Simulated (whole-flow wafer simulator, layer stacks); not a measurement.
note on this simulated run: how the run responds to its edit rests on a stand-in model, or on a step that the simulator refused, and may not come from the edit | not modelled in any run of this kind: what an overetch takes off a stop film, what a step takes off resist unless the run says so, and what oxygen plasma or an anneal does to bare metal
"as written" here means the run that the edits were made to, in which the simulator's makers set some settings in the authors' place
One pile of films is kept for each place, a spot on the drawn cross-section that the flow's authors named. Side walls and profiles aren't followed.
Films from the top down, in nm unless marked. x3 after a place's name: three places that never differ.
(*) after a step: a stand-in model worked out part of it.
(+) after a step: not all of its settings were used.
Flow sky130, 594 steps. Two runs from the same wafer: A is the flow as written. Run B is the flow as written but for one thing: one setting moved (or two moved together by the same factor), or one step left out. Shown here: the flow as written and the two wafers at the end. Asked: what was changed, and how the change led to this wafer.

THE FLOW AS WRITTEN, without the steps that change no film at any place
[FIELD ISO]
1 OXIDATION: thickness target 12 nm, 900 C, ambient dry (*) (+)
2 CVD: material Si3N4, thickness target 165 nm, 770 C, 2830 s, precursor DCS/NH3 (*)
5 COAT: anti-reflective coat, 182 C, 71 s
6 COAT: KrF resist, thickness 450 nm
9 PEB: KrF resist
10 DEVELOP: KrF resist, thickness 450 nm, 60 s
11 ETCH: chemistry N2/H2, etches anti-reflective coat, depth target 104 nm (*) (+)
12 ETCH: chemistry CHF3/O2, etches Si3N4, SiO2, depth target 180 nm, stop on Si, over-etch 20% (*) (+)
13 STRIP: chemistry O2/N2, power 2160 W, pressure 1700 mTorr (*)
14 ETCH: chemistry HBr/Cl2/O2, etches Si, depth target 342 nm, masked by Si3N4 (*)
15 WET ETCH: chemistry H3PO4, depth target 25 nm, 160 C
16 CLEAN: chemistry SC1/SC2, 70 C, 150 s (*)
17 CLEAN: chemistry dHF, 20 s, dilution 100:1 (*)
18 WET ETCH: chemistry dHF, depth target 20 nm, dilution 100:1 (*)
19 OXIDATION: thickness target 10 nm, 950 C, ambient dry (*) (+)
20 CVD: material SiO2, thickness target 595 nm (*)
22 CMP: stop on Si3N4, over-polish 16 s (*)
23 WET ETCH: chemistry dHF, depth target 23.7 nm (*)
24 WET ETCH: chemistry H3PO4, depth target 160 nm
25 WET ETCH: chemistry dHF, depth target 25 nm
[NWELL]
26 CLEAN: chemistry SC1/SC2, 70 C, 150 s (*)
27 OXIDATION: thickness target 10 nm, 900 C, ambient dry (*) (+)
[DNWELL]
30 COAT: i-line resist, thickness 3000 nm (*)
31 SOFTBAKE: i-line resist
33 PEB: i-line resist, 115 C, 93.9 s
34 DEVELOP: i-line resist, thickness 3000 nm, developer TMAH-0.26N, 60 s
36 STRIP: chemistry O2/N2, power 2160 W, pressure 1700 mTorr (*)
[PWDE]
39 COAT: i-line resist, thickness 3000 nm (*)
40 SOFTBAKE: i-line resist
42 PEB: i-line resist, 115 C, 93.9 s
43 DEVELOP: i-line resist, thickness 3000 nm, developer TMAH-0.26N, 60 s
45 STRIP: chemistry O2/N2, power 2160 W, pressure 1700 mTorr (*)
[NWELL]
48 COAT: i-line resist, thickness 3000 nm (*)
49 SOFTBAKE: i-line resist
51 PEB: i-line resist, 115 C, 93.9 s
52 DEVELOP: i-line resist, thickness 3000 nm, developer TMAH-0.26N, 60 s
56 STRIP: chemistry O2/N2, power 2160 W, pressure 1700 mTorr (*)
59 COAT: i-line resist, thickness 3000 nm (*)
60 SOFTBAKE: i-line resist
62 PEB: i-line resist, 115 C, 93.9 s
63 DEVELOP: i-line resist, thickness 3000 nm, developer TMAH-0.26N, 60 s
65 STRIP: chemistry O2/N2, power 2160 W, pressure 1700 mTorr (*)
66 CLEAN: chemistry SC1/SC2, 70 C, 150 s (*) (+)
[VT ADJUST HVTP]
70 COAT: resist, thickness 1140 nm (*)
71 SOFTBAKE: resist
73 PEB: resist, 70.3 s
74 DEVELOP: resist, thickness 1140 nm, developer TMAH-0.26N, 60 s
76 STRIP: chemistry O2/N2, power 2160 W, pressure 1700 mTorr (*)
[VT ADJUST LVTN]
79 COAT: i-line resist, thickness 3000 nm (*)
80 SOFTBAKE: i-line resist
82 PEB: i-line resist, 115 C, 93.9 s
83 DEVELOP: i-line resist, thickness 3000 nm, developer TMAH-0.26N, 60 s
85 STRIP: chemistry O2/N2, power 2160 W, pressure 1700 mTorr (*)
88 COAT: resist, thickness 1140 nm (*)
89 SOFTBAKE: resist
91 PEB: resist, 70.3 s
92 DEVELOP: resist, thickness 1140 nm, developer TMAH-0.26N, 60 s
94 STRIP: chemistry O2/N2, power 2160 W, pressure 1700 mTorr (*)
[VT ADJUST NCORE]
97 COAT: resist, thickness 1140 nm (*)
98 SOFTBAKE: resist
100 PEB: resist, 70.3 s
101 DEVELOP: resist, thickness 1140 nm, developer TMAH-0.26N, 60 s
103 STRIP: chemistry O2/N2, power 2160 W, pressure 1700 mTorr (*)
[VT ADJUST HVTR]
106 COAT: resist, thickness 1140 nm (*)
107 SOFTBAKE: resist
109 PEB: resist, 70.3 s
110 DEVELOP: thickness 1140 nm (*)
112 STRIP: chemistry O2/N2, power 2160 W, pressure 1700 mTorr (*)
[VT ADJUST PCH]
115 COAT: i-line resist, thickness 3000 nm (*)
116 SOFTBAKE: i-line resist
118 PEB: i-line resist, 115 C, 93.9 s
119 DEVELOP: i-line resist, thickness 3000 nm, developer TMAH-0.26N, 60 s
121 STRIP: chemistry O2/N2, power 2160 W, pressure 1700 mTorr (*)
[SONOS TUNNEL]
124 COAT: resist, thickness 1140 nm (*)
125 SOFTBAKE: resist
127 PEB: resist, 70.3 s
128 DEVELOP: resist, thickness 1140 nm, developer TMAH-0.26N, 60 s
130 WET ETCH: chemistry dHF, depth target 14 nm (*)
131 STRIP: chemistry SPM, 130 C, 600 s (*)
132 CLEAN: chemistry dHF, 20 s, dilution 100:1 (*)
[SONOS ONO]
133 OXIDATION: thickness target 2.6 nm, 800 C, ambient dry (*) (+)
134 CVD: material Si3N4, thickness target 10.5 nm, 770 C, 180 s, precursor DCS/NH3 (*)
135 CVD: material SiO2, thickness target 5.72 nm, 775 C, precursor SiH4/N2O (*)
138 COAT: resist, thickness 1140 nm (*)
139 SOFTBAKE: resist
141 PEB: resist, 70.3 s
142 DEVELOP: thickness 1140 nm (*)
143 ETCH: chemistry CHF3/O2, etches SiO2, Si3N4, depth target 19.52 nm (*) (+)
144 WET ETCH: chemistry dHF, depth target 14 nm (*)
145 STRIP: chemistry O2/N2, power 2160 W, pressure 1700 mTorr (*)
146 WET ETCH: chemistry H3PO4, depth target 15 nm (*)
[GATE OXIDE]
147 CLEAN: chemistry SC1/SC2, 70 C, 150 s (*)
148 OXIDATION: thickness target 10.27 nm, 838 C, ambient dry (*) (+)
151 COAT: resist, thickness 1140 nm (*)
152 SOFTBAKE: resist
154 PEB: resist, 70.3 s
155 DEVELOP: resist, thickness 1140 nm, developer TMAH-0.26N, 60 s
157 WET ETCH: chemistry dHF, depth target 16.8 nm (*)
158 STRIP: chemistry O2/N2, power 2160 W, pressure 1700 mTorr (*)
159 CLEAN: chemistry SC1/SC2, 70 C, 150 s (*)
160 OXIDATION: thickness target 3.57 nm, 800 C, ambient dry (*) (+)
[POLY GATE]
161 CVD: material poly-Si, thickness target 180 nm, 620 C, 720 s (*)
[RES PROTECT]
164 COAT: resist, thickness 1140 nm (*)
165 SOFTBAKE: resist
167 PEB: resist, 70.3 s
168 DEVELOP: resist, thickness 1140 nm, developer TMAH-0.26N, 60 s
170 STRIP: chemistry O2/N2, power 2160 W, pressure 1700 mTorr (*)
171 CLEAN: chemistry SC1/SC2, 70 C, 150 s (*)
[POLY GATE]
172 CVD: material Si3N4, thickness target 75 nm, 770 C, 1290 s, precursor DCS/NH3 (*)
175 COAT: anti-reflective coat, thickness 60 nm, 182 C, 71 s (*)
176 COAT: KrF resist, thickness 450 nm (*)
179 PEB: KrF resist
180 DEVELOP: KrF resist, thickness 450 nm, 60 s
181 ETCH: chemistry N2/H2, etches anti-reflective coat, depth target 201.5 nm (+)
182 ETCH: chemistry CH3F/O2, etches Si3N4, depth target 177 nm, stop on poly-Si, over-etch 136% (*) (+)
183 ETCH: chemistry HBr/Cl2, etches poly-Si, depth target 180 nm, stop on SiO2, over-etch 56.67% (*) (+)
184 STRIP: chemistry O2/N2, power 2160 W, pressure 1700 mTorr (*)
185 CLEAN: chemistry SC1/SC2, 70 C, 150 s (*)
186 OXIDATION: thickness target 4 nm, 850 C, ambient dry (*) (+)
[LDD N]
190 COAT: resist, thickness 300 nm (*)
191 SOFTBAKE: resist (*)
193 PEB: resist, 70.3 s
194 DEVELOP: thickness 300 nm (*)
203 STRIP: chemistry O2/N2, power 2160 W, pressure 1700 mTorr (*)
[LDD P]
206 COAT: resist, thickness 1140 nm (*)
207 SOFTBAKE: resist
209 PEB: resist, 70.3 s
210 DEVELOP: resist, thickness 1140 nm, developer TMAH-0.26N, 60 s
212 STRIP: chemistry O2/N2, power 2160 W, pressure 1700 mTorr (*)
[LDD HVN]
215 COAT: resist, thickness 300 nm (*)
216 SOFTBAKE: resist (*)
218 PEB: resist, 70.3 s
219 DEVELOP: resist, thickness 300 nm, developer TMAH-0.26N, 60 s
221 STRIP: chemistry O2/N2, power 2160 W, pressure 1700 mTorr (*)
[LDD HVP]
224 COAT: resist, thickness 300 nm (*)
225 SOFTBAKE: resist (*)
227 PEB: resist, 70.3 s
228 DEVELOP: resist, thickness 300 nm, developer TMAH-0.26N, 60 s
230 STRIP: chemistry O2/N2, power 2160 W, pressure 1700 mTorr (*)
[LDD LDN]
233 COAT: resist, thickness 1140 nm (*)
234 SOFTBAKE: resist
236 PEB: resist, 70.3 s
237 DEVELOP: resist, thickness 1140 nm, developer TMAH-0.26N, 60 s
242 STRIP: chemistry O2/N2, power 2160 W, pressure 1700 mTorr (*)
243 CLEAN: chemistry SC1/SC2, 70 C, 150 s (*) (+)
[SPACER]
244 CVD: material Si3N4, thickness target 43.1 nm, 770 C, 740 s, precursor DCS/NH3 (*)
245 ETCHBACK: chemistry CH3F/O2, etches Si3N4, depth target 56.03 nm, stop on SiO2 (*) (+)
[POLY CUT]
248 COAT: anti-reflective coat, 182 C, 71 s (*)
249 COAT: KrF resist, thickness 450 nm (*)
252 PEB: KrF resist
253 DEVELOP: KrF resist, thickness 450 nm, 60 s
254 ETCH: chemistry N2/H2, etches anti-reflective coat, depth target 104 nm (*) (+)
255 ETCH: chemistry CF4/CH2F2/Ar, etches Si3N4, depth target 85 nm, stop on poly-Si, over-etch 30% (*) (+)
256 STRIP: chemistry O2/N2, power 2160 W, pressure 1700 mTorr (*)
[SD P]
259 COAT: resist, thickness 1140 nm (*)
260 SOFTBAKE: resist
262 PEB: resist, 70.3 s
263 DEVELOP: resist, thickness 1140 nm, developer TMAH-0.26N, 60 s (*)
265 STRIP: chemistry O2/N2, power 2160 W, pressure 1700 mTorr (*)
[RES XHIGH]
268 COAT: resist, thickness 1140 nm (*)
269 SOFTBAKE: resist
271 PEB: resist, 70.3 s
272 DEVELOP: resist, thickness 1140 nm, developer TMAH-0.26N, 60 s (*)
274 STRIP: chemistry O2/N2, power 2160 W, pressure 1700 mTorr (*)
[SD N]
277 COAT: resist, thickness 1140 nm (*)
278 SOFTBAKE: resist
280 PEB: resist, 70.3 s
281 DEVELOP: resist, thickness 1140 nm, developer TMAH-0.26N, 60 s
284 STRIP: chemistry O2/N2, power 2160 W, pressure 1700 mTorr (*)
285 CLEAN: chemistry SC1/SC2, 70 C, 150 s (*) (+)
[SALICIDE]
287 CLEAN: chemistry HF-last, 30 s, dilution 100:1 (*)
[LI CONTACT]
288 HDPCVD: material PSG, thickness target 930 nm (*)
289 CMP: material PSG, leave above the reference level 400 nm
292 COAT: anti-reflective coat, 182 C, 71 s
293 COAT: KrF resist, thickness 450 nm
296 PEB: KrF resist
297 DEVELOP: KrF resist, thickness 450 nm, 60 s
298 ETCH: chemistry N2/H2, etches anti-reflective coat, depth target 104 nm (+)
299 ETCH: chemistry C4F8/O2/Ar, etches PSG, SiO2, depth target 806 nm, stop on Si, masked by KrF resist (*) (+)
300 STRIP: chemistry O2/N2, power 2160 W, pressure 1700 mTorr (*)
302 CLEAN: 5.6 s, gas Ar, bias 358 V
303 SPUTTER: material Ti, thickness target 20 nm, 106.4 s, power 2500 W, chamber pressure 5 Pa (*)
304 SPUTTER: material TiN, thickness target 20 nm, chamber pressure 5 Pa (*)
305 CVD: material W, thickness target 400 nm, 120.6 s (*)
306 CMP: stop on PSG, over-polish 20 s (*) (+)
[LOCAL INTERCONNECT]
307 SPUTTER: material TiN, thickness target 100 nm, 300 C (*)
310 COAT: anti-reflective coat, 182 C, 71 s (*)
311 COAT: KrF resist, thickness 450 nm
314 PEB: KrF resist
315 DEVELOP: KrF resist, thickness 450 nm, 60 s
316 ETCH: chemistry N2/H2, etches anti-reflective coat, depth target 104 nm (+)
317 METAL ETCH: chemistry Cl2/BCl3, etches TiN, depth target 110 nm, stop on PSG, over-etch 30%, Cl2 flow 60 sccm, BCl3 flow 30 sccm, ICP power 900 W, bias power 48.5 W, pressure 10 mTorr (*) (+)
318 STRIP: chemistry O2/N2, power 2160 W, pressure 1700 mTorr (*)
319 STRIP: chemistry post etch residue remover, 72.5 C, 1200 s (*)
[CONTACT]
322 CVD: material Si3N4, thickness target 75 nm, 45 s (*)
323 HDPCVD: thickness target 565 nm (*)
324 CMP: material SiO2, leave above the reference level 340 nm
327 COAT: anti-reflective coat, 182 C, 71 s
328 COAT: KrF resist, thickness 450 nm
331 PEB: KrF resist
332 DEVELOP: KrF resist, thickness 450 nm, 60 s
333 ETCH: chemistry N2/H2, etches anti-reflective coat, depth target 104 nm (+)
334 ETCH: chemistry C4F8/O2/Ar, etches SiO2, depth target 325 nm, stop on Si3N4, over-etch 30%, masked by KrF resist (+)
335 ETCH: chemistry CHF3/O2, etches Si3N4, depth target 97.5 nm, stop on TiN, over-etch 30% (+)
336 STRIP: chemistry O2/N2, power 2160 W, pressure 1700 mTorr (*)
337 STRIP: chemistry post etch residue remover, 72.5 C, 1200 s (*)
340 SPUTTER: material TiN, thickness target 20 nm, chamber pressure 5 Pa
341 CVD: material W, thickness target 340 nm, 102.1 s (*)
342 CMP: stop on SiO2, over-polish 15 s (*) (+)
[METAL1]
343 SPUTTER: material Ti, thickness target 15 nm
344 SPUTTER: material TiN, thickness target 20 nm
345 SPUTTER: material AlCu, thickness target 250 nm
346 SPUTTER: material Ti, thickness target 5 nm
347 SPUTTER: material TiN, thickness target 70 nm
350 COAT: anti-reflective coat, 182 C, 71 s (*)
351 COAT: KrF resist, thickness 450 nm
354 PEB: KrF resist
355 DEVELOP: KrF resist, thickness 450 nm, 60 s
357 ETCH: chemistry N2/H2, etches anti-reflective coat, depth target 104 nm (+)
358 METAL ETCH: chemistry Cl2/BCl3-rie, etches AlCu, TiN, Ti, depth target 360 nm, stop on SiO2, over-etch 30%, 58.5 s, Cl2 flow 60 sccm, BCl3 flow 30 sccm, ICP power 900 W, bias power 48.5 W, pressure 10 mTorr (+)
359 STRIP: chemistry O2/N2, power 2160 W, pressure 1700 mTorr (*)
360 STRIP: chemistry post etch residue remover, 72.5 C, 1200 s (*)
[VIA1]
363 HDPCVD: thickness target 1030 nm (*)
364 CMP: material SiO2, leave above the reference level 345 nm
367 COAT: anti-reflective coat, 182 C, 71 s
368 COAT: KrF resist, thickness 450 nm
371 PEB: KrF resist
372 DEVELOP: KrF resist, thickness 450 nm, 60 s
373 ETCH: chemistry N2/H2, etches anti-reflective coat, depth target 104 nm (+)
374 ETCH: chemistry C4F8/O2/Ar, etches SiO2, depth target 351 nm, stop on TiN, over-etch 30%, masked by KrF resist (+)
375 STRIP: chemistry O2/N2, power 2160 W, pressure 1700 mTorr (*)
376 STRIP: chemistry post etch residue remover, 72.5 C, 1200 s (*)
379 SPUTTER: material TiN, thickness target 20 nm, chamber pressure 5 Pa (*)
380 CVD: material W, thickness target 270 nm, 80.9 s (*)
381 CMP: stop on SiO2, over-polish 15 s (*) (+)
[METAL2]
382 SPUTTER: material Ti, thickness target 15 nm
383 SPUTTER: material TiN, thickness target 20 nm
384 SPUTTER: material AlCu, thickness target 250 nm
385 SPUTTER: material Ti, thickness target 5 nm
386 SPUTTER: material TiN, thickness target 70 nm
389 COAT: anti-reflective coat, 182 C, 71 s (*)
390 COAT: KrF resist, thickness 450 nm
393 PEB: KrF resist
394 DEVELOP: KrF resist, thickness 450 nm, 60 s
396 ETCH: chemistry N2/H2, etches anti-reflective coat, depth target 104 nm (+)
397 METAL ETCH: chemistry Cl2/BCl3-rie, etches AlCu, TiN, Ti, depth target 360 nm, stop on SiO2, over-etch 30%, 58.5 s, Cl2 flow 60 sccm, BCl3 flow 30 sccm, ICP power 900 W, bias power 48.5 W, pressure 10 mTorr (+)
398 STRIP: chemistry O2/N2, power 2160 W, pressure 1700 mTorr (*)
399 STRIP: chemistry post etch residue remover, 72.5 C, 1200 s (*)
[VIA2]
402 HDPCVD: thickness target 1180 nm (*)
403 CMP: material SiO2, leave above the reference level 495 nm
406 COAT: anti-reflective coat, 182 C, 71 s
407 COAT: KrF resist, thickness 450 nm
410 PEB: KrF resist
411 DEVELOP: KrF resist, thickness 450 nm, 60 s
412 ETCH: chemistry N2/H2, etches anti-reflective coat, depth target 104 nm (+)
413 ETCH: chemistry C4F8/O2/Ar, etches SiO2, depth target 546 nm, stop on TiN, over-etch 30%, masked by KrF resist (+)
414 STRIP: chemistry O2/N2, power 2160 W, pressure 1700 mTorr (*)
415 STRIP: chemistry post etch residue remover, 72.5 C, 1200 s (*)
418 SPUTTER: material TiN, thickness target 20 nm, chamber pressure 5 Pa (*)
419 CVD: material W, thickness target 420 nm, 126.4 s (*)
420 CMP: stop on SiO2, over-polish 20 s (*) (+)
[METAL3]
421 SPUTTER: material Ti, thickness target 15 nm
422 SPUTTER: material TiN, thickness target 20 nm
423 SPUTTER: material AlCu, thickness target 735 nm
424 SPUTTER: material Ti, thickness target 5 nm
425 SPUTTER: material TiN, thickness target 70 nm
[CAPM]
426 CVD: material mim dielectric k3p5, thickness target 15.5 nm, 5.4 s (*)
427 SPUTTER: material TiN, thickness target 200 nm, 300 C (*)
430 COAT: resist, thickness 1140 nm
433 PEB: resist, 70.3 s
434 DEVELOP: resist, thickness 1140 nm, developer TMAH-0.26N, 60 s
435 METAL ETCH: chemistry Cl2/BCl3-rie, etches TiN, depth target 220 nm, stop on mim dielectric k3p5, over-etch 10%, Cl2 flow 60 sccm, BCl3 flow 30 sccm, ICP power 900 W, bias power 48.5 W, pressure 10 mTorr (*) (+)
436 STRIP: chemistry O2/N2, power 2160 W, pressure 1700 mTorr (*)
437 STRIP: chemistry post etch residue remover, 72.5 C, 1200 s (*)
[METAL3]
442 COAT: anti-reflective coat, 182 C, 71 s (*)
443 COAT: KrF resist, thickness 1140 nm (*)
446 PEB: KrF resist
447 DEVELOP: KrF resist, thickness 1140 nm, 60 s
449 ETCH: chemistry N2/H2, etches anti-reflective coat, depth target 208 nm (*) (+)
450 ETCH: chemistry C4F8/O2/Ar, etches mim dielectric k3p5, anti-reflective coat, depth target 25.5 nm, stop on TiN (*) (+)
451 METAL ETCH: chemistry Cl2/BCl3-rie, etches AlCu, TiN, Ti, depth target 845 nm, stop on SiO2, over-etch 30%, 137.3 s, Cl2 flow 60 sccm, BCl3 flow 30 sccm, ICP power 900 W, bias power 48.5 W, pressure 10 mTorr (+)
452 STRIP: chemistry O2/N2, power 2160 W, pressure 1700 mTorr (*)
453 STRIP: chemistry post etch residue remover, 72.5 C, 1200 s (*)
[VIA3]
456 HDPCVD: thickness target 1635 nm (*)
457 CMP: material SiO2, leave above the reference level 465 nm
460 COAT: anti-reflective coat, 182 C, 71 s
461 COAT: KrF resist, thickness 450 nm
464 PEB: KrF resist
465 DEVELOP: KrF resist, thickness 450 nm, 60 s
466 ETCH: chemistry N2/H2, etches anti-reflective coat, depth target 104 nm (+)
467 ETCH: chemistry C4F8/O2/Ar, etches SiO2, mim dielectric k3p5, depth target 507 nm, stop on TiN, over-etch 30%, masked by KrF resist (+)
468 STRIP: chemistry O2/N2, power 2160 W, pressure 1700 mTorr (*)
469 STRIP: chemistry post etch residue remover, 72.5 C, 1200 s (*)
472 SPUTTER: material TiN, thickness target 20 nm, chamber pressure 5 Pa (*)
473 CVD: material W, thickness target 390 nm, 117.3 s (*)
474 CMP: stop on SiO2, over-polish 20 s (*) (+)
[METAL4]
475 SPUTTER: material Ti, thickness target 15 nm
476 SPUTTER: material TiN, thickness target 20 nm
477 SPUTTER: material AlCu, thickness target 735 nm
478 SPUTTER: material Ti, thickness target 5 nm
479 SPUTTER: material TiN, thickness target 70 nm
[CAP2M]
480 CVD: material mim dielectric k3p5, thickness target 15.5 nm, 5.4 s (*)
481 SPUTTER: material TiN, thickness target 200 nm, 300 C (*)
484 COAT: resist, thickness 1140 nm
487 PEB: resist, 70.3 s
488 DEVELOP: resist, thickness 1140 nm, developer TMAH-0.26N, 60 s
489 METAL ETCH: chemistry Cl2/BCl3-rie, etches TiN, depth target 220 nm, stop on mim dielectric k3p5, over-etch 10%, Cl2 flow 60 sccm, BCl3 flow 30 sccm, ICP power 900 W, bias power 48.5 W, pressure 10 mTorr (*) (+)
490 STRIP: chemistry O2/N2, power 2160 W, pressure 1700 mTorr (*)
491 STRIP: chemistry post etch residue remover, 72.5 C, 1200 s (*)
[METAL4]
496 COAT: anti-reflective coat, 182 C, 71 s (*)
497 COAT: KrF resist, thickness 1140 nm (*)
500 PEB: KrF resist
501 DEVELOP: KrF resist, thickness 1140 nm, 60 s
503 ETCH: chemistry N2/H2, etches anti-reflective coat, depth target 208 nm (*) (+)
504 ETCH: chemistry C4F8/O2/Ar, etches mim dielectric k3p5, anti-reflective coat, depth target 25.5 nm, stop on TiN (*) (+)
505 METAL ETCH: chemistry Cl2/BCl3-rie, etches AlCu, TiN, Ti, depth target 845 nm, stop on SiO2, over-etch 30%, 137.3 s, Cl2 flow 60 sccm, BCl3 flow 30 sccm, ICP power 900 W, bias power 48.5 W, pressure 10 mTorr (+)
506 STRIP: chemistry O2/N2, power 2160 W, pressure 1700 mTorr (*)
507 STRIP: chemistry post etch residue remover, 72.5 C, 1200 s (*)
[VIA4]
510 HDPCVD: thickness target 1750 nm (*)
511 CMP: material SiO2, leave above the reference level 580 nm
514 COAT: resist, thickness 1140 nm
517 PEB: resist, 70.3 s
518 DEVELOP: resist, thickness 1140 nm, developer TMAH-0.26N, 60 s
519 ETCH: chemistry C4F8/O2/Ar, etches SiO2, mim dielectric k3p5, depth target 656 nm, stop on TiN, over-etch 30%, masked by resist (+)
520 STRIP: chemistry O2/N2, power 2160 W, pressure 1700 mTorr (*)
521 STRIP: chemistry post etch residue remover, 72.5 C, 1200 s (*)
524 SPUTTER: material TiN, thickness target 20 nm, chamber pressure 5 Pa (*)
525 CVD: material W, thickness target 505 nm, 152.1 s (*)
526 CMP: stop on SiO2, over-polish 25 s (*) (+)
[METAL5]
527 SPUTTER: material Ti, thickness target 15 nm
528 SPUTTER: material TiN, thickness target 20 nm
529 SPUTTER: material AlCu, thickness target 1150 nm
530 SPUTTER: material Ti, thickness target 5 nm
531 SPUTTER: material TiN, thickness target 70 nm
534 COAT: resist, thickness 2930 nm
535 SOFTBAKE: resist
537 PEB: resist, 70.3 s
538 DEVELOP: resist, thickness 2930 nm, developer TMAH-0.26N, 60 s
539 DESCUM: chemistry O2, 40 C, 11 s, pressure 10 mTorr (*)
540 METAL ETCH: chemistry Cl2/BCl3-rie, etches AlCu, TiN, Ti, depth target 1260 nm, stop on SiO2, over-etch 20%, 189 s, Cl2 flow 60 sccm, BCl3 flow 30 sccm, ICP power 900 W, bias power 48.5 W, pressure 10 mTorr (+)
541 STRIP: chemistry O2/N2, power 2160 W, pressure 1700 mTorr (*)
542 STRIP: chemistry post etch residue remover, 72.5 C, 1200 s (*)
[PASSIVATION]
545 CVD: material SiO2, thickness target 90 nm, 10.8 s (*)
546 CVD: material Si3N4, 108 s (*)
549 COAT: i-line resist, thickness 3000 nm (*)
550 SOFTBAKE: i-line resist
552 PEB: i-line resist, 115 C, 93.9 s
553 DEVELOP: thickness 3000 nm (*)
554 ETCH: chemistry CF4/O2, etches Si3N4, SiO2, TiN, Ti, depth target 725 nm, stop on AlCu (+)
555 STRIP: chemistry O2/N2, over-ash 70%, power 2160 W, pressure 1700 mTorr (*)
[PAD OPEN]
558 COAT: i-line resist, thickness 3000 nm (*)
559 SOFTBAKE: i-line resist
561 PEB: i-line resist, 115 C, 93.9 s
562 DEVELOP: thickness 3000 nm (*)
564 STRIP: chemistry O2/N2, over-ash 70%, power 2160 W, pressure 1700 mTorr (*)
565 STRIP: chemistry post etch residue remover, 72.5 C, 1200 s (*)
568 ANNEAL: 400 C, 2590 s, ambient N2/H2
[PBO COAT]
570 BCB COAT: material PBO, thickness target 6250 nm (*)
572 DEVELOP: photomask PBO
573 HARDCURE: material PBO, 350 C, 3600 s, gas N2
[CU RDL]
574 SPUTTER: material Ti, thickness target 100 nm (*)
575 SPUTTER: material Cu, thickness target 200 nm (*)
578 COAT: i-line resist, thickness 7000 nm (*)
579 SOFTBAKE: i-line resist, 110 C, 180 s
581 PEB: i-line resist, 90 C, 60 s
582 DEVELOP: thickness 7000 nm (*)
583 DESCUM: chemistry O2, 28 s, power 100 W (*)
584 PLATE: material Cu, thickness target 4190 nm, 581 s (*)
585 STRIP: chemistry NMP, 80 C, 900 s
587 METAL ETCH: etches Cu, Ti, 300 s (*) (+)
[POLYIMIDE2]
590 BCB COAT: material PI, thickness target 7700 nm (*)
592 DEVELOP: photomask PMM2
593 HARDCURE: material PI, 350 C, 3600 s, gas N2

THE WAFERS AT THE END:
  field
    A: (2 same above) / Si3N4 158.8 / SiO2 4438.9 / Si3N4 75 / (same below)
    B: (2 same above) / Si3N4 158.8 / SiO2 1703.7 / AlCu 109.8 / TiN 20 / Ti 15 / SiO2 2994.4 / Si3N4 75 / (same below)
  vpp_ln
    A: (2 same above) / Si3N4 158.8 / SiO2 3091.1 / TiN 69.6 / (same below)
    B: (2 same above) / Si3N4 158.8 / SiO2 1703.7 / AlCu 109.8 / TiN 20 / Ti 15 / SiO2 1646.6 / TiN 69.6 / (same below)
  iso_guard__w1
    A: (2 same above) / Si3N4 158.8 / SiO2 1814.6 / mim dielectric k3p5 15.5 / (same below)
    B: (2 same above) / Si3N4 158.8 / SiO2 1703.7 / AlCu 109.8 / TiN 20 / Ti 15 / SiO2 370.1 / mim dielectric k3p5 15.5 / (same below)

The cause: step 477, SPUTTER: thickness target 1139 nm was run, where the flow has thickness target 735 nm.

How the change led to this, step by step:
  477 SPUTTER: material AlCu, thickness target 735 nm
      field, active, n_well and 189 more: A AlCu +735 (new film) | B AlCu +1139 (new film)
  505 METAL ETCH: chemistry Cl2/BCl3-rie, etches AlCu, TiN, Ti, depth target 845 nm, stop on SiO2, over-etch 30%, 137.3 s, Cl2 flow 60 sccm, BCl3 flow 30 sccm, ICP power 900 W, bias power 48.5 W, pressure 10 mTorr (+)
      field, gate, spacer and 68 more: A TiN -70 (all of it), Ti -5 (all of it), AlCu -735 (all of it), TiN -20 (all of it), Ti -15 (all of it), SiO2 -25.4 | B TiN -70 (all of it), Ti -5 (all of it), AlCu -1023.5
      active, vpp_iso1, mim_edge_plate and 14 more: A TiN -70 (all of it), Ti -5 (all of it), AlCu -735 (all of it), TiN -20 (all of it), Ti -15 (all of it), SiO2 -25.3 | B TiN -70 (all of it), Ti -5 (all of it), AlCu -1023.5
  507 STRIP: chemistry post etch residue remover, 72.5 C, 1200 s (*)
      field, active, gate and 85 more: A nothing | B AlCu -5.72
  510 HDPCVD: thickness target 1750 nm (*)
      field, active, gate and 85 more: A SiO2 +1750 | B SiO2 +1750 (new film)
  511 CMP: material SiO2, leave above the reference level 580 nm
      field, active, gate and 77 more: A SiO2 -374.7 | B SiO2 -140.8
      iso_guard__w1, mim_edge_gap, vpp_l1ln, vpp_m3ln, rpm_encl, via2_enc, rpm_encl_psd, iso_guard_nsd_tip: A SiO2 -374.6 | B SiO2 -140.8
Counting metal films that touch as one body, field has 1 body; the flow as written gives 0 bodies.
Counting metal films that touch as one body, vpp_ln has 3 bodies (between them, from the top down: SiO2 1646.6; SiO2 267.2); the flow as written gives 2 bodies (between them, from the top down: SiO2 267.2).
Counting metal films that touch as one body, iso_guard__w1 has 2 bodies (between them, from the top down: SiO2 370.1 / mim dielectric k3p5 15.5); the flow as written gives 1 body.
